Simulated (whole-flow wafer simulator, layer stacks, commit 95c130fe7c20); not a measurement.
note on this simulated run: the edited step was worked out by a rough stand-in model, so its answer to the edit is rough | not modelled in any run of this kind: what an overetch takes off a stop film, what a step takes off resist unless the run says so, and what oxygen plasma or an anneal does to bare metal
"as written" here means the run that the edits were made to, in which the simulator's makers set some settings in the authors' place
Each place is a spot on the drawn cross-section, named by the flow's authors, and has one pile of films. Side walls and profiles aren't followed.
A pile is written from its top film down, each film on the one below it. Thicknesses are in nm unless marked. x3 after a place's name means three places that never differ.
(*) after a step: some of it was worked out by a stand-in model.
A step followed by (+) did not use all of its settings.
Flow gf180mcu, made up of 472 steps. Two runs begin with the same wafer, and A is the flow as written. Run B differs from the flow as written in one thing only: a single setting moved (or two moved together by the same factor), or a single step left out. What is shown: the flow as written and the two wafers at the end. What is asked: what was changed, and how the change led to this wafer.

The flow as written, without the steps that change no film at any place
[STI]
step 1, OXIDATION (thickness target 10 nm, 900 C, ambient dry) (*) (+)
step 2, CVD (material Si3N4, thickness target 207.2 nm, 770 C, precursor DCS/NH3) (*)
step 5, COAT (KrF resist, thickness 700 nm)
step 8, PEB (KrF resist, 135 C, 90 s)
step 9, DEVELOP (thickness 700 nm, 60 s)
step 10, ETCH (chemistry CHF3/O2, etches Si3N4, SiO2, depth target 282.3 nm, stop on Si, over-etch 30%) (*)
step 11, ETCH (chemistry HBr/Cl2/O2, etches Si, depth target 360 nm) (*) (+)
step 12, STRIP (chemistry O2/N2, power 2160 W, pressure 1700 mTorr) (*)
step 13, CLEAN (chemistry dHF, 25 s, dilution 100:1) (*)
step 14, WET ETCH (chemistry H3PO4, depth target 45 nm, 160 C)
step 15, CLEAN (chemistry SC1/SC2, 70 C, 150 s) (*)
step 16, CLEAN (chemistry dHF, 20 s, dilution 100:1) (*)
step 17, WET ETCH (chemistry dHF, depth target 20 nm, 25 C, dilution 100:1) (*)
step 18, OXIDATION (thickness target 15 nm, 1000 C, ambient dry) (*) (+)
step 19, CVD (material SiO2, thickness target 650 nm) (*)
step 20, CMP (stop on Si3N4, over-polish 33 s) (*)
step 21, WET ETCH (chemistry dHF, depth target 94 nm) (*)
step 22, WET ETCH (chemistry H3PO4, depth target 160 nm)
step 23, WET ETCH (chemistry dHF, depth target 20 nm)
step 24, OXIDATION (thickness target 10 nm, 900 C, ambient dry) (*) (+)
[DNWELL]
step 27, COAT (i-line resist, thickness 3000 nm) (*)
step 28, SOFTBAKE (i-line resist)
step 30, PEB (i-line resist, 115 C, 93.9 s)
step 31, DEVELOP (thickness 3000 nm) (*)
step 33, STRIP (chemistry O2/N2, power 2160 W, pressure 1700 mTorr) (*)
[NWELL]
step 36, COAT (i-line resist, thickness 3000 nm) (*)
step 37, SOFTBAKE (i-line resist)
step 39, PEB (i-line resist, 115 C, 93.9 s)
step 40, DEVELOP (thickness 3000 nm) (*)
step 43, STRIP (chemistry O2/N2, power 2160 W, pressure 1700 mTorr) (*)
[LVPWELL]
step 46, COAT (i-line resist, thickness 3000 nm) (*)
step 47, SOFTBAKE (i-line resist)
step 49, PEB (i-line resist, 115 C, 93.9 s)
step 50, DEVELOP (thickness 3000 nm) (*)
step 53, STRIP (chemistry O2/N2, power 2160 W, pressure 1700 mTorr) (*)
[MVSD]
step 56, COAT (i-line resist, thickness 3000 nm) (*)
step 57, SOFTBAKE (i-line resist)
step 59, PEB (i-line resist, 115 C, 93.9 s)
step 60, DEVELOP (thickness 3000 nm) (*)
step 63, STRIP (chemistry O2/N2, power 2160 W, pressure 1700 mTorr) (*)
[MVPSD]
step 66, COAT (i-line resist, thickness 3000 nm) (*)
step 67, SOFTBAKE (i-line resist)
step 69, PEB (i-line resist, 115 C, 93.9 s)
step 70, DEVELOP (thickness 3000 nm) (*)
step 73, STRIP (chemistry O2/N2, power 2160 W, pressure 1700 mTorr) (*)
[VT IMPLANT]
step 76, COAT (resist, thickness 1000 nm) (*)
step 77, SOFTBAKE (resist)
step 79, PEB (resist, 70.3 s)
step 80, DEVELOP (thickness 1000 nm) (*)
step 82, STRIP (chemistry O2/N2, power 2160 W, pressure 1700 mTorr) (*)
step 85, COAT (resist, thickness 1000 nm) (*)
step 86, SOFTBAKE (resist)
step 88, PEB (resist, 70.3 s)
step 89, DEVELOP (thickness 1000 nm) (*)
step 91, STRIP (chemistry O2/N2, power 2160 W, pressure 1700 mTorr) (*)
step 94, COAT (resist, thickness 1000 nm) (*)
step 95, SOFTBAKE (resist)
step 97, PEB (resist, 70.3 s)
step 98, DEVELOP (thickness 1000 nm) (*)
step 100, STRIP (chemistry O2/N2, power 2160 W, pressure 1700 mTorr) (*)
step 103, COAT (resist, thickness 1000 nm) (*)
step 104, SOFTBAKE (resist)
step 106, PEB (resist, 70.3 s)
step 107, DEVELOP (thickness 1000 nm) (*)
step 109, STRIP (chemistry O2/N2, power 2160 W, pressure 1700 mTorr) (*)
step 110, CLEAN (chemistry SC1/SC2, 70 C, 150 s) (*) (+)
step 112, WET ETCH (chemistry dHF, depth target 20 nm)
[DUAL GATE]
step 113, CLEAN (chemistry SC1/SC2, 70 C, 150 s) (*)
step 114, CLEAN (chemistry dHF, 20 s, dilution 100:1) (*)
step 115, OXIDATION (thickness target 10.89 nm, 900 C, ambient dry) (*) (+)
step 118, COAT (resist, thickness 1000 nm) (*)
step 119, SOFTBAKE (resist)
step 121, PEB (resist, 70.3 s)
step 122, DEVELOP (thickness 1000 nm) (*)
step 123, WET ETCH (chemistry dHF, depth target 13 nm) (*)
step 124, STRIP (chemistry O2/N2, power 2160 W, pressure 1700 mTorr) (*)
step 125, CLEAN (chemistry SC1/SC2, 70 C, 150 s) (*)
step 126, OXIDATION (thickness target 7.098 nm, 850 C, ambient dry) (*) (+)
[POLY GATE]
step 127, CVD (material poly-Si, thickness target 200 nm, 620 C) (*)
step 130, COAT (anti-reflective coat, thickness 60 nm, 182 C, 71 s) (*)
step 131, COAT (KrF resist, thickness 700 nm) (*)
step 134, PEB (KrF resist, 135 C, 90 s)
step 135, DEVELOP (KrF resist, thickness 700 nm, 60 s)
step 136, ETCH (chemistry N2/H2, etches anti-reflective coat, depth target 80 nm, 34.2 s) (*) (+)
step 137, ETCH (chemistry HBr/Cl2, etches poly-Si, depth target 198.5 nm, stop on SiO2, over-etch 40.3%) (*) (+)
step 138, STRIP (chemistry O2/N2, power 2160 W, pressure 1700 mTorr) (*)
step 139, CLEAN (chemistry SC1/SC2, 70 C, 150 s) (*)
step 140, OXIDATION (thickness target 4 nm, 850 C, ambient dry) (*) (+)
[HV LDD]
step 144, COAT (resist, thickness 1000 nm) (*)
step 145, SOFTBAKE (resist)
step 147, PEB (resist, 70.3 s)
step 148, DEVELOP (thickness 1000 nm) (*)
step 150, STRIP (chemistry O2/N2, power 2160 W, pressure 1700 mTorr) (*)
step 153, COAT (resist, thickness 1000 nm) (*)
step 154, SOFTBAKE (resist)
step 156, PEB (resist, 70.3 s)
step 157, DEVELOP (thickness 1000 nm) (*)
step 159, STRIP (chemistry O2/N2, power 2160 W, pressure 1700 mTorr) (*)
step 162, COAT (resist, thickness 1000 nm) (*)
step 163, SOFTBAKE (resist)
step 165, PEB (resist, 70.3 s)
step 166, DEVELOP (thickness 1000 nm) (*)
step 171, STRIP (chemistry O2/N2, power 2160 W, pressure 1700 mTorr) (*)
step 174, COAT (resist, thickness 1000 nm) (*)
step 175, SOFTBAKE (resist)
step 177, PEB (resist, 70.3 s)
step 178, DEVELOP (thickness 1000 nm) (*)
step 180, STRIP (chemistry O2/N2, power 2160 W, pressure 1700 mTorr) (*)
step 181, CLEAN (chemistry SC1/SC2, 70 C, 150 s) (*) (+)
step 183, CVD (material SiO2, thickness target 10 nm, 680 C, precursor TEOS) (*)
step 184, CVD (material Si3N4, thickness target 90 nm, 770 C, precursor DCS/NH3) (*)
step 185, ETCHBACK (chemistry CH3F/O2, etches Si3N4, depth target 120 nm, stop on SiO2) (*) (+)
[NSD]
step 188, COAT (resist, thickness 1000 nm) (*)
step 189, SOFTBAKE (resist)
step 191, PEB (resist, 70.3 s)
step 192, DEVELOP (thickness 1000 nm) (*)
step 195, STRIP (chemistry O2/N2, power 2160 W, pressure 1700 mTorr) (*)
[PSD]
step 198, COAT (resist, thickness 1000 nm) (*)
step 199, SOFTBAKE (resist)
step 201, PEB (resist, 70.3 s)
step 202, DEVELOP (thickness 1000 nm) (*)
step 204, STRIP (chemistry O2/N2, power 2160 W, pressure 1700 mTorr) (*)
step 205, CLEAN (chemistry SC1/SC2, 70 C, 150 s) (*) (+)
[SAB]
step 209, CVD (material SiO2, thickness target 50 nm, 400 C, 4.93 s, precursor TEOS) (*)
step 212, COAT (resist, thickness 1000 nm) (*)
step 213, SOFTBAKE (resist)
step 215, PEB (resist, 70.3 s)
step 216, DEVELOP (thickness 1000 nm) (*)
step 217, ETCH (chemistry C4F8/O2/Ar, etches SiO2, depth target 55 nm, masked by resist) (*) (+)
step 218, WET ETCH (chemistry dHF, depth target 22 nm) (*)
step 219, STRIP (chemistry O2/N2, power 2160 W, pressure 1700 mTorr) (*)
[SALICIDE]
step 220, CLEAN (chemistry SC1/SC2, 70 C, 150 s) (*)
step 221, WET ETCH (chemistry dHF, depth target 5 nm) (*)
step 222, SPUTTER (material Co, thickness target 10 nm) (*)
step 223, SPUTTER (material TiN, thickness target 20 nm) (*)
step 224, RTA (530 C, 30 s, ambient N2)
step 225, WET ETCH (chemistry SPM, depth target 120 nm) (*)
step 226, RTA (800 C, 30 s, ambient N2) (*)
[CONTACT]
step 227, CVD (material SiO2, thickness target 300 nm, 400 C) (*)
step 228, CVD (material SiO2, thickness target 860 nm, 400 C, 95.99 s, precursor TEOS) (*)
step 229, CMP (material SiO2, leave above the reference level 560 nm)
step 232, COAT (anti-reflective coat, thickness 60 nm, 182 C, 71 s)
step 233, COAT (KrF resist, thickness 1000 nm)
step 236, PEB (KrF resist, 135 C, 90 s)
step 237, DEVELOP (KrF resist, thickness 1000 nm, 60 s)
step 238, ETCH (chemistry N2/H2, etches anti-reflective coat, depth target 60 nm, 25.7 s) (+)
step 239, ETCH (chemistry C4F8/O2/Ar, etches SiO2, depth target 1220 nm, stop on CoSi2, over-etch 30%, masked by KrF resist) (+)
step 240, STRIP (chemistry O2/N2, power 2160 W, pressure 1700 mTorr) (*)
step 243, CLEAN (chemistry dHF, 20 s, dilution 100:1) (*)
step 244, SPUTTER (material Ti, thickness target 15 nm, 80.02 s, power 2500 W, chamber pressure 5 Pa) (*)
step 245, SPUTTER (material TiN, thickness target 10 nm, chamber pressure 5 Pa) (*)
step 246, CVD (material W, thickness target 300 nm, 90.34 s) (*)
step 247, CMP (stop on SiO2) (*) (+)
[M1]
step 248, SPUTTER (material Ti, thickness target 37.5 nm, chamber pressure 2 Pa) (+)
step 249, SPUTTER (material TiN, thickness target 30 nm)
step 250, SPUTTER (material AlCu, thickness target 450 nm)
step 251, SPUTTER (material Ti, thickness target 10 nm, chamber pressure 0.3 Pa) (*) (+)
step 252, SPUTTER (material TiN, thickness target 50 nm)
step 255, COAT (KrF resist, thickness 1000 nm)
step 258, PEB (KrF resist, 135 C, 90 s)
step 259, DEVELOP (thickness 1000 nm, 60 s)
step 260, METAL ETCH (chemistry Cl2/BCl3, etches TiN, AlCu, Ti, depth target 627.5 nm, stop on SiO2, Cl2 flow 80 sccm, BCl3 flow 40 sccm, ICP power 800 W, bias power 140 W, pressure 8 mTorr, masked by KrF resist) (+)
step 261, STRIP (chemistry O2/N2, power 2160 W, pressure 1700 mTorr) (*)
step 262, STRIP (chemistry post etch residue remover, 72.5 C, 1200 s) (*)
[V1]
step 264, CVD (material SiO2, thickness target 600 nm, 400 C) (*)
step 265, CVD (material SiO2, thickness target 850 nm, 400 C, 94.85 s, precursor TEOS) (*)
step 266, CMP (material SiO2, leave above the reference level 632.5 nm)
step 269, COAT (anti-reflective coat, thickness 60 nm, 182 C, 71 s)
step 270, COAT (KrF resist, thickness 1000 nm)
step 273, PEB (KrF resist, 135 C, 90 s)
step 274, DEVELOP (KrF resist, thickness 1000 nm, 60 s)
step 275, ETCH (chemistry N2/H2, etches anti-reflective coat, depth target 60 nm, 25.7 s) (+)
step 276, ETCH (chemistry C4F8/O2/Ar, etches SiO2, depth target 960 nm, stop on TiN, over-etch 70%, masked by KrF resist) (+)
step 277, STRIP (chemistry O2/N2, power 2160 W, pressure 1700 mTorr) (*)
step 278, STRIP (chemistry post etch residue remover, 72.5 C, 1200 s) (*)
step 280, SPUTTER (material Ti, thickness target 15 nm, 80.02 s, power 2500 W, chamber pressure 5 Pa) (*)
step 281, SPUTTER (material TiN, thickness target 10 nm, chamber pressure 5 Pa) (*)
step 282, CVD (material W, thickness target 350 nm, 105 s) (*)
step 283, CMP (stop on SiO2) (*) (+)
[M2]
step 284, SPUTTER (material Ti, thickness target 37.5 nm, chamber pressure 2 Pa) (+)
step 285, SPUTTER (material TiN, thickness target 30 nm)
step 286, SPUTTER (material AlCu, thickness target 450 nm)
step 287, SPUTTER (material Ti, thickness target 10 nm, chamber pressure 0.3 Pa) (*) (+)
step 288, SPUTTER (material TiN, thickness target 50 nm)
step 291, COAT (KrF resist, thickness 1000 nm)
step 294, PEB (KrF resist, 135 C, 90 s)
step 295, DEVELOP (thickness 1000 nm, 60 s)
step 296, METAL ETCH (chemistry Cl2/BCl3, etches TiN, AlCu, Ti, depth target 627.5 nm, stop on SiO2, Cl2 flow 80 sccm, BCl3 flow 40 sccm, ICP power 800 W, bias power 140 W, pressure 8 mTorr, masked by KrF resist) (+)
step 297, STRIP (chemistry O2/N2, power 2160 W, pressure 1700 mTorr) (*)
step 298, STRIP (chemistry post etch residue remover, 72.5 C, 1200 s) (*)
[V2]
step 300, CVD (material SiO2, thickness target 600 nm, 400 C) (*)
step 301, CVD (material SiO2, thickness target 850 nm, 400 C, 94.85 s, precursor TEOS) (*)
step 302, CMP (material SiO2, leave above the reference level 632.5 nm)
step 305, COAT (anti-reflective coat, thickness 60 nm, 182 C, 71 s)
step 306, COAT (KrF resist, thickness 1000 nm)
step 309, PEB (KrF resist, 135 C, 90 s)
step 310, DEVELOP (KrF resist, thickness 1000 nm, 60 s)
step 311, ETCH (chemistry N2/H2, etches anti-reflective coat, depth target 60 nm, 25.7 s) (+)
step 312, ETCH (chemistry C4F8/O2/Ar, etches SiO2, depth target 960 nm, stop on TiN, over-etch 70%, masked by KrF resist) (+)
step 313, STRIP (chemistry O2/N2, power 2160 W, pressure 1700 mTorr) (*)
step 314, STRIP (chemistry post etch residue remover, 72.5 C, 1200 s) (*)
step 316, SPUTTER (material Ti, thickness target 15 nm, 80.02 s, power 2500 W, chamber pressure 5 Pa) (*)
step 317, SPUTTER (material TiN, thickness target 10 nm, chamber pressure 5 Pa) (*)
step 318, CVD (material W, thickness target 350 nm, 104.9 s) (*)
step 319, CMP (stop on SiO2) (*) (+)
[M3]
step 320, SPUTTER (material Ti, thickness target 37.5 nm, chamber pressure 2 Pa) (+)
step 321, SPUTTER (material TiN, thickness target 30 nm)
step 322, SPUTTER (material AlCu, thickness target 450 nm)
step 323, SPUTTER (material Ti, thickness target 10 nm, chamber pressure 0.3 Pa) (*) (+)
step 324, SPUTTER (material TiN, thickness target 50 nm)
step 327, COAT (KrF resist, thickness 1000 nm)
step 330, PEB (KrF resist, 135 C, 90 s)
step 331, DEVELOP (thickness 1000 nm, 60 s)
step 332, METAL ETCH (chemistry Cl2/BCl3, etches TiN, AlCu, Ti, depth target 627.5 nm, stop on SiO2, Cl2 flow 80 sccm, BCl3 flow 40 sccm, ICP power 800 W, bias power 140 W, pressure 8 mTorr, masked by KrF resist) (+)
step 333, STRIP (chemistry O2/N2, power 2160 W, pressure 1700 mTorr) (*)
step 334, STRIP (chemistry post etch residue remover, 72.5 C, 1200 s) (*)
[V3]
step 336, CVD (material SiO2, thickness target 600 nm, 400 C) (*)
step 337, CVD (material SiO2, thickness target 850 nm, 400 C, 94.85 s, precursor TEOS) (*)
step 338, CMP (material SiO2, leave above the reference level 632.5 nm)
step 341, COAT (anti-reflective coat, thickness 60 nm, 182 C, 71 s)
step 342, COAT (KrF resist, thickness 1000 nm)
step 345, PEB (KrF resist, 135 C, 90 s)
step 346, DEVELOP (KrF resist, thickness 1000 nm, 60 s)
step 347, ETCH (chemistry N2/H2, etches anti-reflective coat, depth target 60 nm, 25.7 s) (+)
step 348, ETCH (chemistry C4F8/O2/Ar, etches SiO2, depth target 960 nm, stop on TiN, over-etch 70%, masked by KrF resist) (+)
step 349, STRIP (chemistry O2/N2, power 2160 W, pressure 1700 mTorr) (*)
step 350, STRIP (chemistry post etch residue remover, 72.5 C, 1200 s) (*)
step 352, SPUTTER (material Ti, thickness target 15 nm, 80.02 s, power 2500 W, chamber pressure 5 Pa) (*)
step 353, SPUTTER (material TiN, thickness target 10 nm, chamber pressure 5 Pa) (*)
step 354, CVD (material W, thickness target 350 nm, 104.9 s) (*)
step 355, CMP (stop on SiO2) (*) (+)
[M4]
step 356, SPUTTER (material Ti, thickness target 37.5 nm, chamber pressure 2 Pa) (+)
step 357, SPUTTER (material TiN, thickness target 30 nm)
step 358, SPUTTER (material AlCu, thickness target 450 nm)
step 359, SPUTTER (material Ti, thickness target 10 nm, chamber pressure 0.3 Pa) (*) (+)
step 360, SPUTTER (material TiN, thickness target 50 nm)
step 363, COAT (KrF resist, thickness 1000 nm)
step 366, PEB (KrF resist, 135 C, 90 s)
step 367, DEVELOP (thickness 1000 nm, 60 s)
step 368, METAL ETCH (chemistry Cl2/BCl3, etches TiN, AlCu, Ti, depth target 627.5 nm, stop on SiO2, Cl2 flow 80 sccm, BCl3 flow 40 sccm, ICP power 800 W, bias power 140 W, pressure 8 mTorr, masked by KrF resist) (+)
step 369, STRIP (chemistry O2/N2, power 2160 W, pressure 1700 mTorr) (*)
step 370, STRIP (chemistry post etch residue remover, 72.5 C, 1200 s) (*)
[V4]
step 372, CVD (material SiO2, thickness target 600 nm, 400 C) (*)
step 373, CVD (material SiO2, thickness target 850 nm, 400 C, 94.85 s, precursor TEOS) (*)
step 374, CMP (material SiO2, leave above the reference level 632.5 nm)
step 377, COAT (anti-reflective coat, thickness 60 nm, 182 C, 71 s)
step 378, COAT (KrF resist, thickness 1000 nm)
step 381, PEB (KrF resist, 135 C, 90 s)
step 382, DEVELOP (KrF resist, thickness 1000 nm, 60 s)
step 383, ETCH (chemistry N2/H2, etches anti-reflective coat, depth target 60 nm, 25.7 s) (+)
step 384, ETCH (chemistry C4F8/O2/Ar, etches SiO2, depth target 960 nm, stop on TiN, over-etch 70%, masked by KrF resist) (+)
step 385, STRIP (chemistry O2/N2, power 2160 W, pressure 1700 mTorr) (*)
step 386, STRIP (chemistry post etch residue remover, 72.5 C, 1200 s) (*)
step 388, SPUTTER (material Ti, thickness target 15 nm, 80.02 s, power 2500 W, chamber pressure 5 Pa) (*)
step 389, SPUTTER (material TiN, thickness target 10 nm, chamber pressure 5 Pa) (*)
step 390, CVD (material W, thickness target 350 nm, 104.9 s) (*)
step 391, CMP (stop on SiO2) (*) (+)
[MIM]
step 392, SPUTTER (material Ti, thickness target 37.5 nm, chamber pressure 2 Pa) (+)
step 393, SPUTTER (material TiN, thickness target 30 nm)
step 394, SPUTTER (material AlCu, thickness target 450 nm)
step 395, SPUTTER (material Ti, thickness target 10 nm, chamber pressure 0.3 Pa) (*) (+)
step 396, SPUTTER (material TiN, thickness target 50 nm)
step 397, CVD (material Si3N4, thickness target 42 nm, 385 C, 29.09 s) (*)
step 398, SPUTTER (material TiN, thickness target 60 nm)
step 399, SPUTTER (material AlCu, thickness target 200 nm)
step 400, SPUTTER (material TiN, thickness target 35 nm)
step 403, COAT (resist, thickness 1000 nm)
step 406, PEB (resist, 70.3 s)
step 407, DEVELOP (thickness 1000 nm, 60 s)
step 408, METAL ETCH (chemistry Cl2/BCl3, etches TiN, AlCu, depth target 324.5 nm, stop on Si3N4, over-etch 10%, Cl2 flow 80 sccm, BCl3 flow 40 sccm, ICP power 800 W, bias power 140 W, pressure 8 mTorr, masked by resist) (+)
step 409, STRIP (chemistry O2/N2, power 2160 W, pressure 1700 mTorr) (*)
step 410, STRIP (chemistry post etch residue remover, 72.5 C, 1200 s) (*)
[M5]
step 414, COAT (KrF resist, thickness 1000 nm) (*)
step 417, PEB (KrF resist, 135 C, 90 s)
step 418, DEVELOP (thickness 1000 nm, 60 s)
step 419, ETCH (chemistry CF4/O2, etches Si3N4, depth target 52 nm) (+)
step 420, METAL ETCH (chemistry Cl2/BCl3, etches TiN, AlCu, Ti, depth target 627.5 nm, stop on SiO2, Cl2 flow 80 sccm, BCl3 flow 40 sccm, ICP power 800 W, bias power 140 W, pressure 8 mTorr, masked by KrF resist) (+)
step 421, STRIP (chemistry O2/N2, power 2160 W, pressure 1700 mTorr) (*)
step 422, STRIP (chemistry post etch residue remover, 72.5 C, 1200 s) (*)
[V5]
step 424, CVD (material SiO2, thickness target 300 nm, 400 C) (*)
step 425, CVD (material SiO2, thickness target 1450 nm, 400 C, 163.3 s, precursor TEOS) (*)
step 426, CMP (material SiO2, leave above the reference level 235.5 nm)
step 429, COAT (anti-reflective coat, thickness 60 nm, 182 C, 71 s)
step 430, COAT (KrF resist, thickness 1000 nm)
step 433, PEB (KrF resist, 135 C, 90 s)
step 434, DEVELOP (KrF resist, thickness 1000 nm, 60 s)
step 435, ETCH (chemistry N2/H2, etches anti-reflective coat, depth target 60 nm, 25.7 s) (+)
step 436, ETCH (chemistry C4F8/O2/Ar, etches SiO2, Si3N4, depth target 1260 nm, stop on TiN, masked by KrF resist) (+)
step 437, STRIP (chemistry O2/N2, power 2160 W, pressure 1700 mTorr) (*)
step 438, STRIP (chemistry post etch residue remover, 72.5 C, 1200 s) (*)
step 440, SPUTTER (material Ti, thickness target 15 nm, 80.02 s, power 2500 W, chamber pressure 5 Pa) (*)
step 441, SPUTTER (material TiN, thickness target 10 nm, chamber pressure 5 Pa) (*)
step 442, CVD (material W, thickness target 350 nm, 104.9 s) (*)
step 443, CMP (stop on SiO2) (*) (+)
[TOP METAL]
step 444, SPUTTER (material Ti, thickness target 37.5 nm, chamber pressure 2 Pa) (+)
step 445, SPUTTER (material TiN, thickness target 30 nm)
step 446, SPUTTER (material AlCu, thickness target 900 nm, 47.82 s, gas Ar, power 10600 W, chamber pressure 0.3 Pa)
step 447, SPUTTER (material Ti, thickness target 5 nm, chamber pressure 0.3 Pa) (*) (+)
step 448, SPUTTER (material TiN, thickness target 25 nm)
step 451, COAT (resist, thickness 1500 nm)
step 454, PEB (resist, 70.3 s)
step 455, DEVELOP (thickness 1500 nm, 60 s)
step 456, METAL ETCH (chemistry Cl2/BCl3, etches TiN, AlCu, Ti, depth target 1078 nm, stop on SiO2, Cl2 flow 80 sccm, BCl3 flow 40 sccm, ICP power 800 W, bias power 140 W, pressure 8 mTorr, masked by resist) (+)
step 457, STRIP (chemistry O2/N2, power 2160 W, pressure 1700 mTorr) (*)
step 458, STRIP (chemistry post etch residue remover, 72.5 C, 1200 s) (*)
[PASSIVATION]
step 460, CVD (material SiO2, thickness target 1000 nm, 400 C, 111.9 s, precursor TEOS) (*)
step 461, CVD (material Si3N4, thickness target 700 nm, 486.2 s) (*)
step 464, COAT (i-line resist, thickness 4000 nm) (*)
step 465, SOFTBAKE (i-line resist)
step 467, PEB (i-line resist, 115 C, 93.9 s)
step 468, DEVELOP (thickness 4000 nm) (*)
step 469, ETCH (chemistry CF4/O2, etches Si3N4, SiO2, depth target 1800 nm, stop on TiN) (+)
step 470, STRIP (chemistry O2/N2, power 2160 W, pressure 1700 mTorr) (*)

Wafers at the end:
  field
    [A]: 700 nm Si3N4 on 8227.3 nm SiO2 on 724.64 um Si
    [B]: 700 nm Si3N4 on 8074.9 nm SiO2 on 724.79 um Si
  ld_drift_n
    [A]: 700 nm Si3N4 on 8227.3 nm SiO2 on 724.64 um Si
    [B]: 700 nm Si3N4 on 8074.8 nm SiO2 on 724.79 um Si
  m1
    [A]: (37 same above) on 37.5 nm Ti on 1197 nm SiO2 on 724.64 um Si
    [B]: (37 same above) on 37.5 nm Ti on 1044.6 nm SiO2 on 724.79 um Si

The reason: step 11, ETCH: depth target 207 nm was run, though the flow has depth target 360 nm.

Step by step, how the change led to this:
  step 11, ETCH (chemistry HBr/Cl2/O2, etches Si, depth target 360 nm) (*) (+)
      active, n_well, p_well and 40 more: A KrF resist loses 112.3 | B KrF resist loses 61.3
      field, field_sub, sti and 34 more: A Si loses 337 | B Si loses 184
  step 12, STRIP (chemistry O2/N2, power 2160 W, pressure 1700 mTorr) (*)
      active, n_well, p_well and 40 more: A KrF resist loses 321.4 (all of it) | B KrF resist loses 372.4 (all of it)
  step 19, CVD (material SiO2, thickness target 650 nm) (*)
      m1, ld_fp_n, ld_drift_n and 8 more: A SiO2 gains 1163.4 | B SiO2 gains 1010.4
  step 20, CMP (stop on Si3N4, over-polish 33 s) (*)
      sti, mim_1p0, pad and 11 more: A SiO2 loses 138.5 | B SiO2 loses 291.5
      nw_enc_fld, nw_enc_fld_lv: A SiO2 loses 142.5 | B SiO2 loses 295.5
      (and at 10 other places as well)
  step 115, OXIDATION (thickness target 10.89 nm, 900 C, ambient dry) (*) (+)
      sti, mim_1p0, pad and 19 more: A SiO2 gains 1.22, Si loses 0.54 | B SiO2 gains 1.78, Si loses 0.78
      field, field__w1, field__w2, field__w3, field__w6, field__w12: A SiO2 gains 1.25, Si loses 0.55 | B SiO2 gains 1.84, Si loses 0.81
      (and at 21 other places as well)
  step 189, SOFTBAKE (resist)
      field__w9: A resist gains 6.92 | B resist loses 3.07
      active_hv: A resist gains 2.68 | B resist loses 0.5
      (and at 1 other place as well)
  step 199, SOFTBAKE (resist)
      field__w9: A resist gains 6.92 | B resist loses 3.07
      active_hv: A resist gains 2.68 | B resist loses 0.5
      (and at 1 other place as well)
